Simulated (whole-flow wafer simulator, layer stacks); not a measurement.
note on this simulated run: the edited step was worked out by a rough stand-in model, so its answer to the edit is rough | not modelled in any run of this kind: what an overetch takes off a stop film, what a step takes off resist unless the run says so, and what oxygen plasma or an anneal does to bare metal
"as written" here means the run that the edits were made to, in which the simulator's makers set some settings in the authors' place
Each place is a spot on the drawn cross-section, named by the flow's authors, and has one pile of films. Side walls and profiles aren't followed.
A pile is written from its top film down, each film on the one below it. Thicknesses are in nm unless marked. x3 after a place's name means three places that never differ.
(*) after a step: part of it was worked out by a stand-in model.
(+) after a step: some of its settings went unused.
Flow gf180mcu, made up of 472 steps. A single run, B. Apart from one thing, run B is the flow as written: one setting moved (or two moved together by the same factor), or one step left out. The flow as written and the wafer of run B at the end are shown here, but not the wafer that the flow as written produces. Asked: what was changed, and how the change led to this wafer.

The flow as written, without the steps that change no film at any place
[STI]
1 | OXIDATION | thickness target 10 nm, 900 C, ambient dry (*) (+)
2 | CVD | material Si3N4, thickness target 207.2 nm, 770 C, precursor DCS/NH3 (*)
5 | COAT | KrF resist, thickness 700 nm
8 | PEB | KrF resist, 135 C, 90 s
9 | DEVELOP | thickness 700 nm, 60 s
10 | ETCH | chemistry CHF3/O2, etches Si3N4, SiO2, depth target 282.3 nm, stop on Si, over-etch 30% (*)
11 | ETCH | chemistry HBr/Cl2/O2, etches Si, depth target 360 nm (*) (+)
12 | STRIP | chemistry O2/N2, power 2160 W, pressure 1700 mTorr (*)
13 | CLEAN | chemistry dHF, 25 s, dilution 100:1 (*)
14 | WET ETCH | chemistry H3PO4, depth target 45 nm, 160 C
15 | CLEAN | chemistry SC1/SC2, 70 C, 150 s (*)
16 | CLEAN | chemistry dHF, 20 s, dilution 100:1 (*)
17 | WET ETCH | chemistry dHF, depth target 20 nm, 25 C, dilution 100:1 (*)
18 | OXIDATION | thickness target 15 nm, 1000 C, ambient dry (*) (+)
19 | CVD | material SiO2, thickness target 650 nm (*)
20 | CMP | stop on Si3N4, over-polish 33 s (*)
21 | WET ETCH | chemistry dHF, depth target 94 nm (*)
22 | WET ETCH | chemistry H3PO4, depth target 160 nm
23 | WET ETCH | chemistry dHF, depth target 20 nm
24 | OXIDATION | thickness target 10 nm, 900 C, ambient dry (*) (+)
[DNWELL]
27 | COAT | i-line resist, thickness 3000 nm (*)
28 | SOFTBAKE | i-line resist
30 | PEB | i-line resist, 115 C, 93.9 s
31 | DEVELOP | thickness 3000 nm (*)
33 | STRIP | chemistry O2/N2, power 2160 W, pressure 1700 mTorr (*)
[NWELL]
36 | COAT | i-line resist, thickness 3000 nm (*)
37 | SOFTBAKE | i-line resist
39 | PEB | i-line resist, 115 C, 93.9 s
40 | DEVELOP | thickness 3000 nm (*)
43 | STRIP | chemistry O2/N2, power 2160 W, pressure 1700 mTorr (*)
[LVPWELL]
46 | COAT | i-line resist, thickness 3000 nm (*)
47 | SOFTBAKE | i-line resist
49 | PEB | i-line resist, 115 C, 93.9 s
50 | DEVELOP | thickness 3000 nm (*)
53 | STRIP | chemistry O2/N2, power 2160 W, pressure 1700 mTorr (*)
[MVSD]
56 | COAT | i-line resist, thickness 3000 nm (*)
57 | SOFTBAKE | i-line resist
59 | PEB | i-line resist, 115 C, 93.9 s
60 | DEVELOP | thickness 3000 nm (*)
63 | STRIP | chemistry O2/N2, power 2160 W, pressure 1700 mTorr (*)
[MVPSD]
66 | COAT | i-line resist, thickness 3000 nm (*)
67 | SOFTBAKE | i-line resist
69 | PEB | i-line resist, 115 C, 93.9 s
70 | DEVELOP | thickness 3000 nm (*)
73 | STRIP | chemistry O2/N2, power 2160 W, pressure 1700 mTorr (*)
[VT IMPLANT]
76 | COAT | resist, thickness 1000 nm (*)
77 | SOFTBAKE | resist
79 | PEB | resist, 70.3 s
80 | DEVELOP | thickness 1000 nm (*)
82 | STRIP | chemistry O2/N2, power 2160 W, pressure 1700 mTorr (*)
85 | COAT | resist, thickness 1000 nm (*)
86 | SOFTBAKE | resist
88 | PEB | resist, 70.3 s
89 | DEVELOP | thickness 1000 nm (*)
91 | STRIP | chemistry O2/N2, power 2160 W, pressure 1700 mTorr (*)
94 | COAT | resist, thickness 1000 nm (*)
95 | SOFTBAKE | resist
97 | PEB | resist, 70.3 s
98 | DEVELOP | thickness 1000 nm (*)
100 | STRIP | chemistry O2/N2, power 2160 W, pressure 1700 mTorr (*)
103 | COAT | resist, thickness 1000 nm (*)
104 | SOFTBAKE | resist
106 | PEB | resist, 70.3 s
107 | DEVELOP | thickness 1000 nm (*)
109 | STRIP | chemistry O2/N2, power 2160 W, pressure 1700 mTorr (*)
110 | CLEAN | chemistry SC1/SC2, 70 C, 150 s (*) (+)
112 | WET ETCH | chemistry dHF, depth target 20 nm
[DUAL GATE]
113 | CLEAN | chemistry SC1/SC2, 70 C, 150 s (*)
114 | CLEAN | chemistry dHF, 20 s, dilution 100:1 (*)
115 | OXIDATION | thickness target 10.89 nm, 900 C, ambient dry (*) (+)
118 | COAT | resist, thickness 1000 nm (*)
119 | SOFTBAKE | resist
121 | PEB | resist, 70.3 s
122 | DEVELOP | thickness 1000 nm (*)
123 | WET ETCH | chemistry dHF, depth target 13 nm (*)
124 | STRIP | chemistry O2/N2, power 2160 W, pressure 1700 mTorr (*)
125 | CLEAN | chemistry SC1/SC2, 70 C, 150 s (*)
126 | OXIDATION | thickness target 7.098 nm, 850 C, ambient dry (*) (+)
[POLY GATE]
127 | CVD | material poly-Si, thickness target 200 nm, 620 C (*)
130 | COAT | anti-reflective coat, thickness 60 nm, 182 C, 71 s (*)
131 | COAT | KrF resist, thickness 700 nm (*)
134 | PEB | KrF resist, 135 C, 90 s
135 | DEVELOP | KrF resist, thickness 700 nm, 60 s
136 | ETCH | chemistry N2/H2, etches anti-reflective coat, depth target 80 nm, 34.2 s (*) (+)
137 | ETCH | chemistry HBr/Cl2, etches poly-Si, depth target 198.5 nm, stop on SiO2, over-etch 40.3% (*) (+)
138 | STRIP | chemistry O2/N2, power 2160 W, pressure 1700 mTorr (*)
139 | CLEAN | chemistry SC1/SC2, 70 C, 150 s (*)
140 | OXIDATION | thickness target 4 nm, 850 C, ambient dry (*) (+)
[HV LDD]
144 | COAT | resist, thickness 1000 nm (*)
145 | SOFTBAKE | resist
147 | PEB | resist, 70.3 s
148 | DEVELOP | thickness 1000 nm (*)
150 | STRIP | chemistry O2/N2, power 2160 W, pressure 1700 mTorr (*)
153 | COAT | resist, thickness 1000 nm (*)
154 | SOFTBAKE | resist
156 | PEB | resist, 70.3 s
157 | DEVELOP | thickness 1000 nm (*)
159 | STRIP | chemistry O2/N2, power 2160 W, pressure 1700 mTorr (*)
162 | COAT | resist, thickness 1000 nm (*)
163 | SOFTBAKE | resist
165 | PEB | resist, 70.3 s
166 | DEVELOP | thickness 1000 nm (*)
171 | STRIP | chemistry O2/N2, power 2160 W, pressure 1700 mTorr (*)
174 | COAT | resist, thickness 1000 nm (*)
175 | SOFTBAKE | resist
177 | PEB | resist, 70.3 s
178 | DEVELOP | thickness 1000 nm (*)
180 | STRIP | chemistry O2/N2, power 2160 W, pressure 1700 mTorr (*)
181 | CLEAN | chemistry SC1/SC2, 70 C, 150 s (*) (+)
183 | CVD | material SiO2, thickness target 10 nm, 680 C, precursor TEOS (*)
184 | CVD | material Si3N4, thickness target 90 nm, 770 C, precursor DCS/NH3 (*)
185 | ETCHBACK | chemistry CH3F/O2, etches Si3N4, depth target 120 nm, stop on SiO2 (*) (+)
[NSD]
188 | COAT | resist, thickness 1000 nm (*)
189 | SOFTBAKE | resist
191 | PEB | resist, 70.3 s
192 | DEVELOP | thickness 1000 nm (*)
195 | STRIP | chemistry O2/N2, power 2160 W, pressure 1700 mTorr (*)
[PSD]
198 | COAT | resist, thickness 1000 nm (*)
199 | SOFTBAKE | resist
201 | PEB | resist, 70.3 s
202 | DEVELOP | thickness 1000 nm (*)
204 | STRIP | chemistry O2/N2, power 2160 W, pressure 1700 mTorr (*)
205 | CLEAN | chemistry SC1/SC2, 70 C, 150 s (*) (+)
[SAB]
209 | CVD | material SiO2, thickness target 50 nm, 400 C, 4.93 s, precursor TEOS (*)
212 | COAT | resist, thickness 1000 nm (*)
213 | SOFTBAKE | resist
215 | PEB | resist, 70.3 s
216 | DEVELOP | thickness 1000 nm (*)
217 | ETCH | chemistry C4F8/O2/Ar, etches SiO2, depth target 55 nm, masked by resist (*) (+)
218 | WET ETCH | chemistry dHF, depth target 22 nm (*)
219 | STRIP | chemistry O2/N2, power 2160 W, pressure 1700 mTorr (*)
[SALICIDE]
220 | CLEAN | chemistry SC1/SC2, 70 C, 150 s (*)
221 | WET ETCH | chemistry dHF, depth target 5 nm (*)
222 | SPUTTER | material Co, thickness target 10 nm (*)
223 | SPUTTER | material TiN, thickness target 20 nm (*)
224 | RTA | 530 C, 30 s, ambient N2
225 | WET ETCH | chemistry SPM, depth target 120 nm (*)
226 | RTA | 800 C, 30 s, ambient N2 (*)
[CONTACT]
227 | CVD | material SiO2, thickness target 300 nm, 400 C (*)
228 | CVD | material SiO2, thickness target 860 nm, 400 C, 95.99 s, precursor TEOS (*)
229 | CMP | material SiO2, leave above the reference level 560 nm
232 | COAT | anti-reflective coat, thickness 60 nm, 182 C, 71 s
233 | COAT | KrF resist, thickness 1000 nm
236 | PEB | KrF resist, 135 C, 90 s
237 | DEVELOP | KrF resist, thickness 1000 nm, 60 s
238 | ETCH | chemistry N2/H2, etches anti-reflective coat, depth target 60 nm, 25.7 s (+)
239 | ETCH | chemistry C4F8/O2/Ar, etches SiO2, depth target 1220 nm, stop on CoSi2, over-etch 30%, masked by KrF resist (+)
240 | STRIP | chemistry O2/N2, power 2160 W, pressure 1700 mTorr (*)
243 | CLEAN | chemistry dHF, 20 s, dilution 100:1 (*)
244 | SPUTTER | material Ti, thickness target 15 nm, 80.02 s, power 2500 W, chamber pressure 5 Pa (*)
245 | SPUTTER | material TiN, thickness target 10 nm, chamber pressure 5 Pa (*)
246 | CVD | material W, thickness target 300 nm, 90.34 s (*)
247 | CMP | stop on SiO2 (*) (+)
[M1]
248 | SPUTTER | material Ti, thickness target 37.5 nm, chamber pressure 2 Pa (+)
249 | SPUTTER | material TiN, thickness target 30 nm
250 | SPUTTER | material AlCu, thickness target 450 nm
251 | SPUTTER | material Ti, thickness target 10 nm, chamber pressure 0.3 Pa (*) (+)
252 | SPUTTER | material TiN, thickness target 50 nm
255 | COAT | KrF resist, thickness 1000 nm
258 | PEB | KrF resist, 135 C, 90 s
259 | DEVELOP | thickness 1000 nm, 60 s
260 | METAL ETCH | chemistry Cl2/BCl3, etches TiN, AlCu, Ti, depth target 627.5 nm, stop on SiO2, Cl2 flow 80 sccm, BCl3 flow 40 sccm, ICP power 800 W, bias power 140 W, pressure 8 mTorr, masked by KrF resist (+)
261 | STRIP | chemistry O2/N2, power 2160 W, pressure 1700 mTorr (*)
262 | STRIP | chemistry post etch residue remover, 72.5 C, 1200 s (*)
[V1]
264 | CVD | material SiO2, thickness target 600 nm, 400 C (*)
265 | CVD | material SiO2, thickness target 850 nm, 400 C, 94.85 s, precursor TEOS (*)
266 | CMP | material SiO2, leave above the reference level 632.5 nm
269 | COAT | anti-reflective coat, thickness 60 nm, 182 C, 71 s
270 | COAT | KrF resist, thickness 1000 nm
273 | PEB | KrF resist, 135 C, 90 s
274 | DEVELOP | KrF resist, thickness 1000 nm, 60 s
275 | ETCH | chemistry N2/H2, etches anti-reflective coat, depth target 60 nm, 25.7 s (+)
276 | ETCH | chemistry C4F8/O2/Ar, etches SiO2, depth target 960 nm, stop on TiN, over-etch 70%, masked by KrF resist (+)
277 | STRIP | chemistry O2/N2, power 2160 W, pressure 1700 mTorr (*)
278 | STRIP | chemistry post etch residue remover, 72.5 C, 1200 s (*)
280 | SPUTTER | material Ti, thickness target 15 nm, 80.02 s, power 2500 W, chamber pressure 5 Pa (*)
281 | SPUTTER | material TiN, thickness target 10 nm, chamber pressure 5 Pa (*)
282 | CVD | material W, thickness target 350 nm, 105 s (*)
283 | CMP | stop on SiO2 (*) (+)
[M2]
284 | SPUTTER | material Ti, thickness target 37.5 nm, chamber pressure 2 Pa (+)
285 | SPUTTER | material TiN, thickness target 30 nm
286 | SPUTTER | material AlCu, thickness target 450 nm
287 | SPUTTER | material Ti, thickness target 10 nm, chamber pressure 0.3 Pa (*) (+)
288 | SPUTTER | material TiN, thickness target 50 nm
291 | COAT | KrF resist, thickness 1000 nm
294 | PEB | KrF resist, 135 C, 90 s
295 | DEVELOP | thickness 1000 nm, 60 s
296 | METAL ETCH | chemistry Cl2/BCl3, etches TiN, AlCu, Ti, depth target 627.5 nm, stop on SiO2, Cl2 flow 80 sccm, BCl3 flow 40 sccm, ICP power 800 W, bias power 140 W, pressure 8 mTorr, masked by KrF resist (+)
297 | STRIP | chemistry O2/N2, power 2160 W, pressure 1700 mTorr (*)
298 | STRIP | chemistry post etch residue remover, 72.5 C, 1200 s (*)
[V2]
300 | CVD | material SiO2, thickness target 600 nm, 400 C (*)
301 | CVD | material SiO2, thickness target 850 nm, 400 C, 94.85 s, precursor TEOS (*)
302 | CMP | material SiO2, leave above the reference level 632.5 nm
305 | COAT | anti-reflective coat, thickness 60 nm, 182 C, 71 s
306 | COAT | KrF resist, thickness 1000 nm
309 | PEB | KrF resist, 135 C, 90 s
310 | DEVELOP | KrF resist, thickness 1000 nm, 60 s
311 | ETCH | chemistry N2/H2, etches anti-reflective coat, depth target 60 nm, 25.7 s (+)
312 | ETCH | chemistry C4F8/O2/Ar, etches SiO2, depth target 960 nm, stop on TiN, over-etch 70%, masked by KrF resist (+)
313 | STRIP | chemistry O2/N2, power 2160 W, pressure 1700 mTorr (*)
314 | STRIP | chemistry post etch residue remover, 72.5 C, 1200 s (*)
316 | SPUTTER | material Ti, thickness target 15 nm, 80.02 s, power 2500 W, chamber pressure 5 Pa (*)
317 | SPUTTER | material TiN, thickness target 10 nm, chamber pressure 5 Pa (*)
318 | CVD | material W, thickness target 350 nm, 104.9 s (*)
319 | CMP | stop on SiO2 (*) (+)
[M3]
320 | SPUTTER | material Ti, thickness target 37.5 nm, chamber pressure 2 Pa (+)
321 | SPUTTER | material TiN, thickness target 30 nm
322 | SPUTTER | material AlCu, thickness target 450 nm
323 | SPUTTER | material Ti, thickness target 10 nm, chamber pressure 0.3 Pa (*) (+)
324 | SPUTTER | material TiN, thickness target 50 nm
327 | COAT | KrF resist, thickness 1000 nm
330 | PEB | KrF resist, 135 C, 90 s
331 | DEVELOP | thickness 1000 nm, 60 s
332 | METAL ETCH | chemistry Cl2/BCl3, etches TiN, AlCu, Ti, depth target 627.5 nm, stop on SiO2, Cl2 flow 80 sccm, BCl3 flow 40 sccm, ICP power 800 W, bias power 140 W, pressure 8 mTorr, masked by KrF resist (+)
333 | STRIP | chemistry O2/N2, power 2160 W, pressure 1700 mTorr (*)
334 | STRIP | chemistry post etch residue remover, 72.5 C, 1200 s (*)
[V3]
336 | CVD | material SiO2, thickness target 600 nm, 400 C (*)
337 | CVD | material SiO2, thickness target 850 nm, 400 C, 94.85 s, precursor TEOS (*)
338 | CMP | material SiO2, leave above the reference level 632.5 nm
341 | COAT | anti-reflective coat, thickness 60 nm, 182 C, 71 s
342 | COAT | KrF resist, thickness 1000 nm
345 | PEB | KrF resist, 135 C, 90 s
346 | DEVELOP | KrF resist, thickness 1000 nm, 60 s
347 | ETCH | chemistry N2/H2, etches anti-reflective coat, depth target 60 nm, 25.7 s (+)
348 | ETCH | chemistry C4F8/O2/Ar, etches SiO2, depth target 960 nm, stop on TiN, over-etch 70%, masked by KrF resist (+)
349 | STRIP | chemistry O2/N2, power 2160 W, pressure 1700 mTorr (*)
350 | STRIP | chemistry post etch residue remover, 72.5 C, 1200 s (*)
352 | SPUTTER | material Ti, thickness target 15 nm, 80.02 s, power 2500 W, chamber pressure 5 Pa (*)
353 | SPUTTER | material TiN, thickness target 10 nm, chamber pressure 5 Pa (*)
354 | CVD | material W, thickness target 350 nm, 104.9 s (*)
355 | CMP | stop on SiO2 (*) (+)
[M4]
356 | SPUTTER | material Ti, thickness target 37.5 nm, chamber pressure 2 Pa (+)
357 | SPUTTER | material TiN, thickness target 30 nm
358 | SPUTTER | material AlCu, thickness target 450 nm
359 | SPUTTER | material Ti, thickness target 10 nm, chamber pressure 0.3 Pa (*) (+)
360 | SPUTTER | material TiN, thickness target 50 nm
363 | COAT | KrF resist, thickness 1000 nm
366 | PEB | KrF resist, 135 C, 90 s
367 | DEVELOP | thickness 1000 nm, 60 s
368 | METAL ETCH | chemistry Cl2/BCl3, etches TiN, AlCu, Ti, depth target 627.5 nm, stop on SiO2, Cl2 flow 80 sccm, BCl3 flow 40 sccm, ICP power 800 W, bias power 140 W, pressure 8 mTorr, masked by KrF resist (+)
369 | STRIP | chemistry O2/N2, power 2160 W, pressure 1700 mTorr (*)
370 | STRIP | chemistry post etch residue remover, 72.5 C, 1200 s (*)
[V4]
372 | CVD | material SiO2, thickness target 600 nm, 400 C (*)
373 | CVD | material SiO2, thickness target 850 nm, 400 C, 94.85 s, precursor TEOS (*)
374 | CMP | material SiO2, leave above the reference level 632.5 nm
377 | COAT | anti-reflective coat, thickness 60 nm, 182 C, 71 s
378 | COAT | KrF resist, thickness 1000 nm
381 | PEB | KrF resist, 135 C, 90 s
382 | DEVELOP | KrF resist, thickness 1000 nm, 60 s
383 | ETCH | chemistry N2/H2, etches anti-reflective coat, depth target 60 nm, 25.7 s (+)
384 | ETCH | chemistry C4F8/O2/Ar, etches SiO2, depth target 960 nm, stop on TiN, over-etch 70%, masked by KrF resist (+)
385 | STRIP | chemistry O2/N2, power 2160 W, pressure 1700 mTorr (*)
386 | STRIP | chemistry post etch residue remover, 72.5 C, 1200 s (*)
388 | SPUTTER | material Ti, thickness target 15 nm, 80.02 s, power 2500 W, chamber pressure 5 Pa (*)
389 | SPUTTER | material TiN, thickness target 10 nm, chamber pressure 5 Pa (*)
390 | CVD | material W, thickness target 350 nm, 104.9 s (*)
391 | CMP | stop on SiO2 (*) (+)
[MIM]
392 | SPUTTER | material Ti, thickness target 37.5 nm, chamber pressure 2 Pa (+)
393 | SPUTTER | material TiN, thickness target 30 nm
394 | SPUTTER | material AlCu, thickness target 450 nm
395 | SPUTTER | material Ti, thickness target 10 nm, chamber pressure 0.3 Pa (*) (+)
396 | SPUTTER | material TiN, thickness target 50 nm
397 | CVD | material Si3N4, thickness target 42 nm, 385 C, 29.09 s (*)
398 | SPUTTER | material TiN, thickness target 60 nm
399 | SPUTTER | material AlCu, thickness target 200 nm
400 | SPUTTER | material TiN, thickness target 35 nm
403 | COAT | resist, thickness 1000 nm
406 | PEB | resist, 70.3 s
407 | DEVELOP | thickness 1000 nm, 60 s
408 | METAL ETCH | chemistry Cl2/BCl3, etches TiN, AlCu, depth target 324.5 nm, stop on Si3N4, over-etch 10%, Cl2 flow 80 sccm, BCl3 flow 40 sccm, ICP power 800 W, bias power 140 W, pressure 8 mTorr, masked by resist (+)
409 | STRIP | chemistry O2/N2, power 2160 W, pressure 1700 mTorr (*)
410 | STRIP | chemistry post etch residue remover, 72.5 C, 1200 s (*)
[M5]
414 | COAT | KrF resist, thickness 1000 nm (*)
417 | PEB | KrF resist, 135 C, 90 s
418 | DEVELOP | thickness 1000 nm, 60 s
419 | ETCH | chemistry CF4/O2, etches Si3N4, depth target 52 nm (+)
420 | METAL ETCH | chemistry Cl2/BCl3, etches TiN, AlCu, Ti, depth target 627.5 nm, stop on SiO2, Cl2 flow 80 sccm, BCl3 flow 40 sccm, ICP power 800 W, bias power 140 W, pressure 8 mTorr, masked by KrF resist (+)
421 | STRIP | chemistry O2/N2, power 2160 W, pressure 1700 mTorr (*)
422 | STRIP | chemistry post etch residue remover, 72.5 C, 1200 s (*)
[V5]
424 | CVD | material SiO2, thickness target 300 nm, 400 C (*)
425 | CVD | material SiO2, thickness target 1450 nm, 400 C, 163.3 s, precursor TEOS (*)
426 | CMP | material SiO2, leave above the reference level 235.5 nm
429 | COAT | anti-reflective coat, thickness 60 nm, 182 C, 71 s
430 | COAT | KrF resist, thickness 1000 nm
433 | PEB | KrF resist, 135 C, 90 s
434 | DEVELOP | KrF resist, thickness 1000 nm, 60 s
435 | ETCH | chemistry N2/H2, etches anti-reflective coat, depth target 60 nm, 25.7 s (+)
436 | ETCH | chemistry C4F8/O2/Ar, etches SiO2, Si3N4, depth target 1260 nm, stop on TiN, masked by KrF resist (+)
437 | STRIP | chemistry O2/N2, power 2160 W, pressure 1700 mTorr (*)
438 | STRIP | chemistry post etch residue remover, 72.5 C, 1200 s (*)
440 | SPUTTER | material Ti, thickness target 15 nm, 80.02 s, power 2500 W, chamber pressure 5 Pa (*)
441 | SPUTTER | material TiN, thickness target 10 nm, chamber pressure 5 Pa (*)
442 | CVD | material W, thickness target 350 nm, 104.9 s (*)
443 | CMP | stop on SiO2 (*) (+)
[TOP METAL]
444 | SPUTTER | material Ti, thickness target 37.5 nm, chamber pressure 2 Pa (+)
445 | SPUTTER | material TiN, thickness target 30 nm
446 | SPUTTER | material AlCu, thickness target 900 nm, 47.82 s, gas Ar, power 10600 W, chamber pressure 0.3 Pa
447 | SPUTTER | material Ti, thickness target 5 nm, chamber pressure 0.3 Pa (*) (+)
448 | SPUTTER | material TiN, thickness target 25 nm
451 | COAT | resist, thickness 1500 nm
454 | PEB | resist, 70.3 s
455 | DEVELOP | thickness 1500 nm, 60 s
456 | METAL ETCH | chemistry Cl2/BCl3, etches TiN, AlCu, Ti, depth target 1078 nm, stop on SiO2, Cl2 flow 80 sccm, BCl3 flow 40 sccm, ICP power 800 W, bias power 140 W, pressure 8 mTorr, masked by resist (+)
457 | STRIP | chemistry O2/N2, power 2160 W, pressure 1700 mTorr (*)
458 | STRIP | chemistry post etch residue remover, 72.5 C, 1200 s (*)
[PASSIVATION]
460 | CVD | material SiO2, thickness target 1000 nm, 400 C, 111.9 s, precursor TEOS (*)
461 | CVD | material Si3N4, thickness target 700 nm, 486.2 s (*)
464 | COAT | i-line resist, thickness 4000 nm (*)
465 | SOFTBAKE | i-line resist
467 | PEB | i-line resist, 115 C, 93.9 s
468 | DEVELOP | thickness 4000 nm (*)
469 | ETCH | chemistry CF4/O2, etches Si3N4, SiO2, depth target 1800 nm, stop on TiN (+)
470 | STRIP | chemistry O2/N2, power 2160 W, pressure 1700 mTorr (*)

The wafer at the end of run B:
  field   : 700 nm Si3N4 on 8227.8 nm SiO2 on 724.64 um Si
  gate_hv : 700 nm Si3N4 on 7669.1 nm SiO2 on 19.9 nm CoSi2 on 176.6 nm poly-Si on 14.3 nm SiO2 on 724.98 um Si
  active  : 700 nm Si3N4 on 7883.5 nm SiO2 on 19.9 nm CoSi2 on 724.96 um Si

What caused this: step 222, SPUTTER: thickness target 5.7 nm was run, whereas the flow has thickness target 10 nm.

The path from the change to this, step by step:
  222 | SPUTTER | material Co, thickness target 10 nm (*)
      field, field__w7, field__w8 and 71 more: Co gains 5.7 (new film) (it would be, as written: Co gains 10 (new film))
      field__w6, field_sub, field_sub__w2: Co gains 5.67 (new film) (it would be, as written: Co gains 9.95 (new film))
      (also at 34 further places)
  224 | RTA | 530 C, 30 s, ambient N2
      gate, gate_hv, gate_p and 22 more: under 1 film: CoSi gains 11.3 (new film), Co loses 5.7 (all of it), poly-Si loses 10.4 (it would be, as written: under 1 film: CoSi gains 19.9 (new film), Co loses 10 (all of it), poly-Si loses 18.2)
      active, p_well, sd_n and 11 more: under 1 film: CoSi gains 11.3 (new film), Co loses 5.7 (all of it), Si loses 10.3 (it would be, as written: under 1 film: CoSi gains 19.9 (new film), Co loses 10 (all of it), Si loses 18.1)
      (also at 10 further places)
  225 | WET ETCH | chemistry SPM, depth target 120 nm (*)
      field, field__w7, field__w8 and 32 more: TiN loses 20 (all of it), Co loses 5.7 (all of it) (it would be, as written: TiN loses 20 (all of it), Co loses 10 (all of it))
      field__w9, nw_enc_fld_lv__w3: TiN loses 19.1 (all of it), Co loses 5.47 (all of it) (it would be, as written: TiN loses 19.1 (all of it), Co loses 9.6 (all of it))
      (also at 25 further places)
  226 | RTA | 800 C, 30 s, ambient N2 (*)
      gate, gate_hv, gate_p and 22 more: CoSi2 gains 19.9 (new film), CoSi loses 11.3 (all of it), poly-Si loses 10.4 (it would be, as written: CoSi2 gains 35 (new film), CoSi loses 19.9 (all of it), poly-Si loses 18.2)
      active, p_well, sd_n and 11 more: CoSi2 gains 19.9 (new film), CoSi loses 11.3 (all of it), Si loses 10.3 (it would be, as written: CoSi2 gains 35 (new film), CoSi loses 19.9 (all of it), Si loses 18.1)
      (also at 10 further places)
